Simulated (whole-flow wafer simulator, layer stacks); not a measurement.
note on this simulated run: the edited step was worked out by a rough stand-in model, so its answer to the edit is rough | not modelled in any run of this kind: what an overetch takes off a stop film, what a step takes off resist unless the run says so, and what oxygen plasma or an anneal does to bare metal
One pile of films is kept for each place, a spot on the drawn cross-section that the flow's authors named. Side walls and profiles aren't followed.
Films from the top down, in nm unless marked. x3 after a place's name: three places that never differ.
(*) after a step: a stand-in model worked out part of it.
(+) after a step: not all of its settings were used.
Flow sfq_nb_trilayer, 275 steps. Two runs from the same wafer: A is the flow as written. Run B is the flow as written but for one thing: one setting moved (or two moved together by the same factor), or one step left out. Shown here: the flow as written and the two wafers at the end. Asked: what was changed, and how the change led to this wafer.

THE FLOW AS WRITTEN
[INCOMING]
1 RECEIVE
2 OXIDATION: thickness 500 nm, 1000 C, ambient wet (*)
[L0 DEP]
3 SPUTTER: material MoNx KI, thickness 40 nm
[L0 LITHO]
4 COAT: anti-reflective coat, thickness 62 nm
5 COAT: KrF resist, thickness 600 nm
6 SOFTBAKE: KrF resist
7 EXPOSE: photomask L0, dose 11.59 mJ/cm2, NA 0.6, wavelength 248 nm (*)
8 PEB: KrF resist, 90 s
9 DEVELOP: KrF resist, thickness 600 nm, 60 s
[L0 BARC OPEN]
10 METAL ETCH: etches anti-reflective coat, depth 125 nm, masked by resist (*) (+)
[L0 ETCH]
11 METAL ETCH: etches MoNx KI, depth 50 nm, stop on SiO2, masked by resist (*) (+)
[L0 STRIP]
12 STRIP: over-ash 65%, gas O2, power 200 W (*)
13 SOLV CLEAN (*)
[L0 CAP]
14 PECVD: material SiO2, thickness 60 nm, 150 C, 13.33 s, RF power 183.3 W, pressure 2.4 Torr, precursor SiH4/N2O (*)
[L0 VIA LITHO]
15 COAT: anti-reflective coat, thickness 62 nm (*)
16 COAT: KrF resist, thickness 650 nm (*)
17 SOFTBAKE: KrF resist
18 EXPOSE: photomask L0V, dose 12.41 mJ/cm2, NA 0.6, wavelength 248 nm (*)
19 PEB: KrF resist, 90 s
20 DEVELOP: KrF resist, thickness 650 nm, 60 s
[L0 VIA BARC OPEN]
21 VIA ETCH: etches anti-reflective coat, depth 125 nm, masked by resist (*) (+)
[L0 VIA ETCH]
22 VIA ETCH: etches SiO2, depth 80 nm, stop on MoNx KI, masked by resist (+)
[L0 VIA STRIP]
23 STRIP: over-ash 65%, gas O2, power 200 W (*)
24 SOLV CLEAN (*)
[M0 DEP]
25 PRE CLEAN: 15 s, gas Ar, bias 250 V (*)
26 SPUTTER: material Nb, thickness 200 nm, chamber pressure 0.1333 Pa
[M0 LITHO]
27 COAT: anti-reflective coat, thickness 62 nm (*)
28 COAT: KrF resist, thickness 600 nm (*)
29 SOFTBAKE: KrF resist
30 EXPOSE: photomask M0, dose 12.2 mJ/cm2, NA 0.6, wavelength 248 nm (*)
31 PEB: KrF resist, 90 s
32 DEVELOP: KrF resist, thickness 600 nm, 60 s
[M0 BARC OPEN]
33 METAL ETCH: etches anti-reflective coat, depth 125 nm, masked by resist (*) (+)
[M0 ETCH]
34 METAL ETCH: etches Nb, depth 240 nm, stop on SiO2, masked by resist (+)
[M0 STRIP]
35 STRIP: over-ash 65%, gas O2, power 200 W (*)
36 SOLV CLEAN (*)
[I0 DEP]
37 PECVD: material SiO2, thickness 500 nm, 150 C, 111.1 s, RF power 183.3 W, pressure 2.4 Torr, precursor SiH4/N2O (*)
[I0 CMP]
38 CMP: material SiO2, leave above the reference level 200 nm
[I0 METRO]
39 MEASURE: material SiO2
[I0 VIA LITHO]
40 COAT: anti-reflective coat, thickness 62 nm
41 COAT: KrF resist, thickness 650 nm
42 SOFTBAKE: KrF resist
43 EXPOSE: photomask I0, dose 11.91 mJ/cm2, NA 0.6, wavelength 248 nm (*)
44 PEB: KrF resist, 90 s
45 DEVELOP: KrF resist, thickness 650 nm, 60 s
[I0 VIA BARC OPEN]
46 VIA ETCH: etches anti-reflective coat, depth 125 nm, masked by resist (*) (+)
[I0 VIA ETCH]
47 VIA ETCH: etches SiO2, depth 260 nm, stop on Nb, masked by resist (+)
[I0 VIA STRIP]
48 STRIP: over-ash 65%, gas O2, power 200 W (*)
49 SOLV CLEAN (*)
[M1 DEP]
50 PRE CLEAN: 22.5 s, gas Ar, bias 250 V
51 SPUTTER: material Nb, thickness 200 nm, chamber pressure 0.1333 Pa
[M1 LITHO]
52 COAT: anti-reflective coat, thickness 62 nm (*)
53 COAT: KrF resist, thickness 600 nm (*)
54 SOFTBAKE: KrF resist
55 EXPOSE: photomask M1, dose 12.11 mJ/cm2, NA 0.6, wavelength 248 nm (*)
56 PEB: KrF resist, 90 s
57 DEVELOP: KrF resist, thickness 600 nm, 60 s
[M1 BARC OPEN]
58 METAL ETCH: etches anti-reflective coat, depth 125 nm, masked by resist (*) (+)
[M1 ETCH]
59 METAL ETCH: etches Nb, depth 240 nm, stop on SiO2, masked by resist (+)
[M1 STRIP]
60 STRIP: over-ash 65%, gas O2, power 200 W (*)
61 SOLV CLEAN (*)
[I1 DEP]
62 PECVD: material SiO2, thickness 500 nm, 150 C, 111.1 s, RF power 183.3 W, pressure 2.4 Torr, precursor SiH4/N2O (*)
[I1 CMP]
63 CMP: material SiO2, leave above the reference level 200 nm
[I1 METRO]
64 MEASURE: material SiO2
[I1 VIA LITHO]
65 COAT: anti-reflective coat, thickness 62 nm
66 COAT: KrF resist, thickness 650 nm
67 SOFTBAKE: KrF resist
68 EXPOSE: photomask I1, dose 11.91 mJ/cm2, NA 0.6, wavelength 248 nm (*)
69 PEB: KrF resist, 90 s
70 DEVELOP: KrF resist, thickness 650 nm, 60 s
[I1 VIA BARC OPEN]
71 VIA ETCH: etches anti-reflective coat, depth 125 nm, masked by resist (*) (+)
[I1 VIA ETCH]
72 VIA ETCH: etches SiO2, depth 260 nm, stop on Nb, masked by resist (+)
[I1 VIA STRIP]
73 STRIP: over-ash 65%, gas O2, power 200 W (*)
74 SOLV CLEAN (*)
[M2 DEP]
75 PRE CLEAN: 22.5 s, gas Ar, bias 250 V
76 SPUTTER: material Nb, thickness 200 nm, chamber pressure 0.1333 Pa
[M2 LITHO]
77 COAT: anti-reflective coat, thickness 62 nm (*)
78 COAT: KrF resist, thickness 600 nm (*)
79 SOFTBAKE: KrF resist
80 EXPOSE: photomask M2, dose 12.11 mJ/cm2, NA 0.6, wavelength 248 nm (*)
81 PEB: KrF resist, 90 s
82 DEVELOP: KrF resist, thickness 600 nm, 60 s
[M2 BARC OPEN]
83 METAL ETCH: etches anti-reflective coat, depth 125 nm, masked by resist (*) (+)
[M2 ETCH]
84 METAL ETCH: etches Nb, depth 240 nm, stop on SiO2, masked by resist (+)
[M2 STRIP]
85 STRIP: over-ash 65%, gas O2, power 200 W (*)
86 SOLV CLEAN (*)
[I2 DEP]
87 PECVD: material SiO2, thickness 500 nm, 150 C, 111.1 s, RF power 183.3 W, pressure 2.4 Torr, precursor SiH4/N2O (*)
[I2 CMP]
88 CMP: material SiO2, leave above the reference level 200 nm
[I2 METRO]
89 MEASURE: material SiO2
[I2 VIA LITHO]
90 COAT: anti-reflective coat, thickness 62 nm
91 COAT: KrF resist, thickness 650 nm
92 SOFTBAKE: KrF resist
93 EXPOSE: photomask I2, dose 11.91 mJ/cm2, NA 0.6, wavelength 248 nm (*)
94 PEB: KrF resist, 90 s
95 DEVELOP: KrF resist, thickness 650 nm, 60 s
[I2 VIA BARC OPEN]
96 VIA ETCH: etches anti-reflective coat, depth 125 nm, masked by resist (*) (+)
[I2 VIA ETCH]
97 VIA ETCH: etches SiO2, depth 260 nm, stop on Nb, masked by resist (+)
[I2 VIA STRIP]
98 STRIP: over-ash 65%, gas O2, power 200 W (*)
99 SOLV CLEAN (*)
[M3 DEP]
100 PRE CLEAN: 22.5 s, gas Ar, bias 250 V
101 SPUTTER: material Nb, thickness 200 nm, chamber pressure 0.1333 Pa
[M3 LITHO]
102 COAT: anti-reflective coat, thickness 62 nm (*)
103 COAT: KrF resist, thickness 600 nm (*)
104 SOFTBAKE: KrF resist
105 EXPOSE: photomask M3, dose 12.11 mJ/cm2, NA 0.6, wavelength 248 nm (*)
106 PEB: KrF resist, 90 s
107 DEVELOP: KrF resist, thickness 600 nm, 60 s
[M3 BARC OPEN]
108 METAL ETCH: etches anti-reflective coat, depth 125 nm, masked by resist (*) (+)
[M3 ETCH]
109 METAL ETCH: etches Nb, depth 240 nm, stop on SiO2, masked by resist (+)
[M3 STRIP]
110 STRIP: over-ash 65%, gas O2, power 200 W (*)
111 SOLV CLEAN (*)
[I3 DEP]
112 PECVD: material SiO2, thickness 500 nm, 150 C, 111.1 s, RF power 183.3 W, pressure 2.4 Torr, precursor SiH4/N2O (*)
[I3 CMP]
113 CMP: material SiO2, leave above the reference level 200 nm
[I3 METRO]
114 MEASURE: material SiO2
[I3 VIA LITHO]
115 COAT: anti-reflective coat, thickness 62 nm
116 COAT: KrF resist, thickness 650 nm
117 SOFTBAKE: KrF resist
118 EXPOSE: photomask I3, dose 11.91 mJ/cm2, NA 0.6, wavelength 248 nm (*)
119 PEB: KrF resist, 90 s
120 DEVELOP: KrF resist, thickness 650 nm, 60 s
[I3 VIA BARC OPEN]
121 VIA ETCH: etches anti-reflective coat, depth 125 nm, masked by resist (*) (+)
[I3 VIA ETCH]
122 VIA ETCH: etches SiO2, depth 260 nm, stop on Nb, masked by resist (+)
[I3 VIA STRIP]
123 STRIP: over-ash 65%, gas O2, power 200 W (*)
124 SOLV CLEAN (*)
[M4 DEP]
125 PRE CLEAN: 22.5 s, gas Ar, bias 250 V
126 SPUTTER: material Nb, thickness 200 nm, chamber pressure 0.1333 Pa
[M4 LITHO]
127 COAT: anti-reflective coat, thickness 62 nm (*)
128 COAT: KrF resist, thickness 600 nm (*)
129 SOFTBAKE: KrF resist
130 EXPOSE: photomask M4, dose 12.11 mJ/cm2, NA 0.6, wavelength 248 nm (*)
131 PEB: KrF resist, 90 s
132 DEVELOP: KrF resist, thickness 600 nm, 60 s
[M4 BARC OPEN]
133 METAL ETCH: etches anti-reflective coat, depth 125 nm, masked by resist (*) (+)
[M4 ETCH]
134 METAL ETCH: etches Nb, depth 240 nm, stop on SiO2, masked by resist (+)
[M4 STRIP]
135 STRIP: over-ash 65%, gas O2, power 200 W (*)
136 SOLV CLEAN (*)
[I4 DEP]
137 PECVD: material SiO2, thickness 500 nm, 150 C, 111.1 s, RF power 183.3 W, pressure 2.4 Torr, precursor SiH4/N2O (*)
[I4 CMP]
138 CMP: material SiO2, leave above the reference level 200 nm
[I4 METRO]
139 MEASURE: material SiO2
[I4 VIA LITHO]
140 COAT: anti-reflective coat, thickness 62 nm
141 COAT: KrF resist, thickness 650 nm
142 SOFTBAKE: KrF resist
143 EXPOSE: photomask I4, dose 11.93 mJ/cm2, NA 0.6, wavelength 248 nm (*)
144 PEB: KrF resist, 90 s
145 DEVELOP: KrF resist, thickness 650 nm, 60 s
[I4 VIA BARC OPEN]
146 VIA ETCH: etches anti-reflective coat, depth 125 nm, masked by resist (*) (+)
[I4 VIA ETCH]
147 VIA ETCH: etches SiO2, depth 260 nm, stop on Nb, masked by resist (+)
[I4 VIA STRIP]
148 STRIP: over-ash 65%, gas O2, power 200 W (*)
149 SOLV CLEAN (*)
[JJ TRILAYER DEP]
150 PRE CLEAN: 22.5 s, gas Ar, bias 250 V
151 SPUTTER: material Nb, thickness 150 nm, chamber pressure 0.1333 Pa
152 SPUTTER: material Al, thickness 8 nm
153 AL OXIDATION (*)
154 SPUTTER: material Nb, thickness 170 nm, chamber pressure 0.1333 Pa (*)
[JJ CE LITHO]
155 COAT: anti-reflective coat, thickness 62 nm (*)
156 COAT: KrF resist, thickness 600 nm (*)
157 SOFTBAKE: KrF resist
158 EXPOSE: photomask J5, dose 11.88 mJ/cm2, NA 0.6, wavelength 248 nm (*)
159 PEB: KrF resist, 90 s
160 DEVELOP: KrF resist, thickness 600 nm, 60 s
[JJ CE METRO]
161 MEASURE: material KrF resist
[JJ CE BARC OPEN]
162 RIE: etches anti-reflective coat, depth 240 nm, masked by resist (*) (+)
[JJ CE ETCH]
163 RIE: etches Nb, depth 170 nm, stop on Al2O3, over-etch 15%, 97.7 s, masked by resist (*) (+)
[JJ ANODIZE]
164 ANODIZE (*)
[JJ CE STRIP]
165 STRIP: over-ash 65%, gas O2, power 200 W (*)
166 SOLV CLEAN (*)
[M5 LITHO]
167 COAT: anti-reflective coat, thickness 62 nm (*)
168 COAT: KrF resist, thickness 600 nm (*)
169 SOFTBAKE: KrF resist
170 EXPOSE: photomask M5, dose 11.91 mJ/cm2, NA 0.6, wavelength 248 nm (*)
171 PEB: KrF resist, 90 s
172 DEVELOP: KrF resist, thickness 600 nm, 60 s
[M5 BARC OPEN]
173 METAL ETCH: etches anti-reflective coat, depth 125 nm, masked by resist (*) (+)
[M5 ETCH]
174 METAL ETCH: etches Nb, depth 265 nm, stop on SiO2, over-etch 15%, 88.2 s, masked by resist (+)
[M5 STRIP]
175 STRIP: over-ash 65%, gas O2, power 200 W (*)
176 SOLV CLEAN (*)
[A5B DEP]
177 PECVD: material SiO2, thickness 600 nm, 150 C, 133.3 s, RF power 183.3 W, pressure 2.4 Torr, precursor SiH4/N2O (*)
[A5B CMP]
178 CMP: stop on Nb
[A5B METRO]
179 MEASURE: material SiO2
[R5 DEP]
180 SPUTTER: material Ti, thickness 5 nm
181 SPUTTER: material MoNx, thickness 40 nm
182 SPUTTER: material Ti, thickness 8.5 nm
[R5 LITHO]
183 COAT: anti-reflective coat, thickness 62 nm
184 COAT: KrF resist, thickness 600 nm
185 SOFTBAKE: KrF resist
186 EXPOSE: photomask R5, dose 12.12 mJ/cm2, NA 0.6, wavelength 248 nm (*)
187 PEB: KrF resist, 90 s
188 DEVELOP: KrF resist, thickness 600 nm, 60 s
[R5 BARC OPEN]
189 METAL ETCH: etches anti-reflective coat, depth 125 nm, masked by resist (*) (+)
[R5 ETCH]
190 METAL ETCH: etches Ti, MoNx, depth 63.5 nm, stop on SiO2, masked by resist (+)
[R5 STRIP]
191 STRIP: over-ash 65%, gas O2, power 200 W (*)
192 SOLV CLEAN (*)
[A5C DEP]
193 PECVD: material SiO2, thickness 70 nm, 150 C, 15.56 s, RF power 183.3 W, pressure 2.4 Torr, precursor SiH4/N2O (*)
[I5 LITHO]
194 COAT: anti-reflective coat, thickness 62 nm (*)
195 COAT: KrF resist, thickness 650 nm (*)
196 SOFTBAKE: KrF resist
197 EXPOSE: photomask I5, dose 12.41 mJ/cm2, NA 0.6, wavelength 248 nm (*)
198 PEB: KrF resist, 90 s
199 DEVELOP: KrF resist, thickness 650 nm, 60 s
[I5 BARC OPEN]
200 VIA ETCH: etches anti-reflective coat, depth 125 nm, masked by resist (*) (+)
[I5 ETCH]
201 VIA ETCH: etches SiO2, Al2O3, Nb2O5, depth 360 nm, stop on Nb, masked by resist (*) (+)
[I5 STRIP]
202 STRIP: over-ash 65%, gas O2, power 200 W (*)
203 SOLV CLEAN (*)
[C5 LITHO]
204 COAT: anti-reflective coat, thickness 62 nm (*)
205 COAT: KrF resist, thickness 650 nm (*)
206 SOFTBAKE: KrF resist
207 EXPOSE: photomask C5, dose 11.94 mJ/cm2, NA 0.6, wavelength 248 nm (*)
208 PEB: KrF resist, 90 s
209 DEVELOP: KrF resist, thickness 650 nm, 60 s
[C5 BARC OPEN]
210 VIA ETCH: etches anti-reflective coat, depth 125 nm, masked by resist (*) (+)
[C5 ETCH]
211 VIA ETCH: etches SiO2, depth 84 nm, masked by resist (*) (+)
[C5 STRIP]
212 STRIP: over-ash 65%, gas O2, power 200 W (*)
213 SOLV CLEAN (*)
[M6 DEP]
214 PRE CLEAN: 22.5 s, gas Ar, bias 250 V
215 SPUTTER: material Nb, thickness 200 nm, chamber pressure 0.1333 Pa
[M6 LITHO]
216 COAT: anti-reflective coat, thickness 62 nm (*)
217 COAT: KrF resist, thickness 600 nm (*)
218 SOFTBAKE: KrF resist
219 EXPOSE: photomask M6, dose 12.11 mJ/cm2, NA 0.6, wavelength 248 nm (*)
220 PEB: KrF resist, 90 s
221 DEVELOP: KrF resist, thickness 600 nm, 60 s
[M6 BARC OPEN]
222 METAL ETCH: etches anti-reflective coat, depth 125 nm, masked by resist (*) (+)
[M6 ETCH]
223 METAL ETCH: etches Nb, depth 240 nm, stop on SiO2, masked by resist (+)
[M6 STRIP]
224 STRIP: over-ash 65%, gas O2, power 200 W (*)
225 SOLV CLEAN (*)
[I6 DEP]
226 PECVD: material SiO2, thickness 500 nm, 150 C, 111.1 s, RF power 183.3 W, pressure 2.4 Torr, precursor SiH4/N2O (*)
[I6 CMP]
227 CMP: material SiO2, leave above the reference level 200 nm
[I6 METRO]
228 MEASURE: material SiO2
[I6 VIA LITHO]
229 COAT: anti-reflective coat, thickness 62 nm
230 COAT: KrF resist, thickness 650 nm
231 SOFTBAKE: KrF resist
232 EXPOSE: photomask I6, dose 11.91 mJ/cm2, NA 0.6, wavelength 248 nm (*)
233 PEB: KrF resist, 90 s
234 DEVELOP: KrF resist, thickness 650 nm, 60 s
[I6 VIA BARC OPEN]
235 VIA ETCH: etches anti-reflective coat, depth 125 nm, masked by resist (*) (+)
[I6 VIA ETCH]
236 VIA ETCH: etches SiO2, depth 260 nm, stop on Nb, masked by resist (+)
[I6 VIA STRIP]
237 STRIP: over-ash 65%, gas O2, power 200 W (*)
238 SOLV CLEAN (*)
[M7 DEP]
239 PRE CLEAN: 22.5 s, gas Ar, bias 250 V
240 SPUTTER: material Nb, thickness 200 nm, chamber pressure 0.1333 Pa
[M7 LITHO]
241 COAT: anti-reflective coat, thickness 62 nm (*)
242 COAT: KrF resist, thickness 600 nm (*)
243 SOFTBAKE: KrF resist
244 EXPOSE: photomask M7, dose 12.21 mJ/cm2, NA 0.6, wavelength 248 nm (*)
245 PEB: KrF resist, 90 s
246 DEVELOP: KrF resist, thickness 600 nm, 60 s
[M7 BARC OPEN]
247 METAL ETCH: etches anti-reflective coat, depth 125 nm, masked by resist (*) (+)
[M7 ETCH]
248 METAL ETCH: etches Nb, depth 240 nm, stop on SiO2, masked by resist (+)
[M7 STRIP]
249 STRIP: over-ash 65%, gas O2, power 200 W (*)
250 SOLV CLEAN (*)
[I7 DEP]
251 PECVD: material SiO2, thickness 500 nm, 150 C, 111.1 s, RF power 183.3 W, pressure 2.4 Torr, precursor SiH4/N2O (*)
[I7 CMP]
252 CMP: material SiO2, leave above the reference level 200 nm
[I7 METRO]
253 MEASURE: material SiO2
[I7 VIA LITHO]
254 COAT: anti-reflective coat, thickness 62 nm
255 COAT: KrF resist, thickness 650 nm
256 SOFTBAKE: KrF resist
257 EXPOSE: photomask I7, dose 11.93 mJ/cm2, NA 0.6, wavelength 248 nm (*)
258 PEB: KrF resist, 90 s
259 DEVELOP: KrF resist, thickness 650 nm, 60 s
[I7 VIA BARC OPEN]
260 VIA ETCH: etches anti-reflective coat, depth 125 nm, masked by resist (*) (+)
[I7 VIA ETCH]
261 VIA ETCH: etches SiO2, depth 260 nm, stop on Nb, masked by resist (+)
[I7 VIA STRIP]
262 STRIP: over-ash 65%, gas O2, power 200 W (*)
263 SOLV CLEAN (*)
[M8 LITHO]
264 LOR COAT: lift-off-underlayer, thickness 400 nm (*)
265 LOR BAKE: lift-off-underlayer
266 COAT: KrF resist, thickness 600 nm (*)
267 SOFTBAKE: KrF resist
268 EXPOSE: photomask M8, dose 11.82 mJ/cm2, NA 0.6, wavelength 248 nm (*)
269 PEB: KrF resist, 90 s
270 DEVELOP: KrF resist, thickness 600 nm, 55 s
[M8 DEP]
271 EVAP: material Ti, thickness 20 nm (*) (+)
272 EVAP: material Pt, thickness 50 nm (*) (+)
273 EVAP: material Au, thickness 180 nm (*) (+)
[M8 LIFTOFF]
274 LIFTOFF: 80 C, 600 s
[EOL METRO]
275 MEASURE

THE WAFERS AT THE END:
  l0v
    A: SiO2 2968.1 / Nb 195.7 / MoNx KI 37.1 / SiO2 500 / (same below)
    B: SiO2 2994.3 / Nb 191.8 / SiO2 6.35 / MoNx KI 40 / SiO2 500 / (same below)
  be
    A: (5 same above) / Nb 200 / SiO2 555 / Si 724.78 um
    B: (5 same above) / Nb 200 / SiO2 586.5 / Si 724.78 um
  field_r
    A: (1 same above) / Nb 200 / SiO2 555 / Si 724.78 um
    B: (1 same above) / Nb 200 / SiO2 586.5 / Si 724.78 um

The cause: step 14, PECVD: thickness 91.5 nm was run, where the flow has thickness 60 nm; step 14, PECVD: 20.33 s was run, where the flow has 13.33 s.

How the change led to this, step by step:
  14 PECVD: material SiO2, thickness 60 nm, 150 C, 13.33 s, RF power 183.3 W, pressure 2.4 Torr, precursor SiH4/N2O (*)
      v_sur, via_wl, via_w and 97 more: A SiO2 +60 | B SiO2 +91.5
      field_l, l0_sur, l0v, l0r_line_l, l0r_line_c, l0r_line_r: A SiO2 +60 (new film) | B SiO2 +91.5 (new film)
  22 VIA ETCH: etches SiO2, depth 80 nm, stop on MoNx KI, masked by resist (+)
      l0v: A SiO2 -59.8 (all of it) | B SiO2 -80
  25 PRE CLEAN: 15 s, gas Ar, bias 250 V (*)
      l0v: A MoNx KI -2.91 | B SiO2 -5
  27 COAT: anti-reflective coat, thickness 62 nm (*)
      l0_sur: A anti-reflective coat +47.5 (new film) | B anti-reflective coat +45.9 (new film)
      l0v: A anti-reflective coat +78 (new film) | B anti-reflective coat +83.5 (new film)
  28 COAT: KrF resist, thickness 600 nm (*)
      l0v: A KrF resist +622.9 (new film) | B KrF resist +637.9 (new film)
  35 STRIP: over-ash 65%, gas O2, power 200 W (*)
      l0_sur: A KrF resist -372 (all of it), anti-reflective coat -47.5 (all of it) | B KrF resist -369.6 (all of it), anti-reflective coat -45.9 (all of it)
      l0v: A KrF resist -405.3 (all of it), anti-reflective coat -78 (all of it) | B KrF resist -420.2 (all of it), anti-reflective coat -83.5 (all of it)
  38 CMP: material SiO2, leave above the reference level 200 nm
      l0v: A SiO2 -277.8 | B SiO2 -251.6
Counting metal films that touch as one body, l0v has 2 bodies (between them, from the top down: SiO2 6.35); the flow as written gives 1 body.
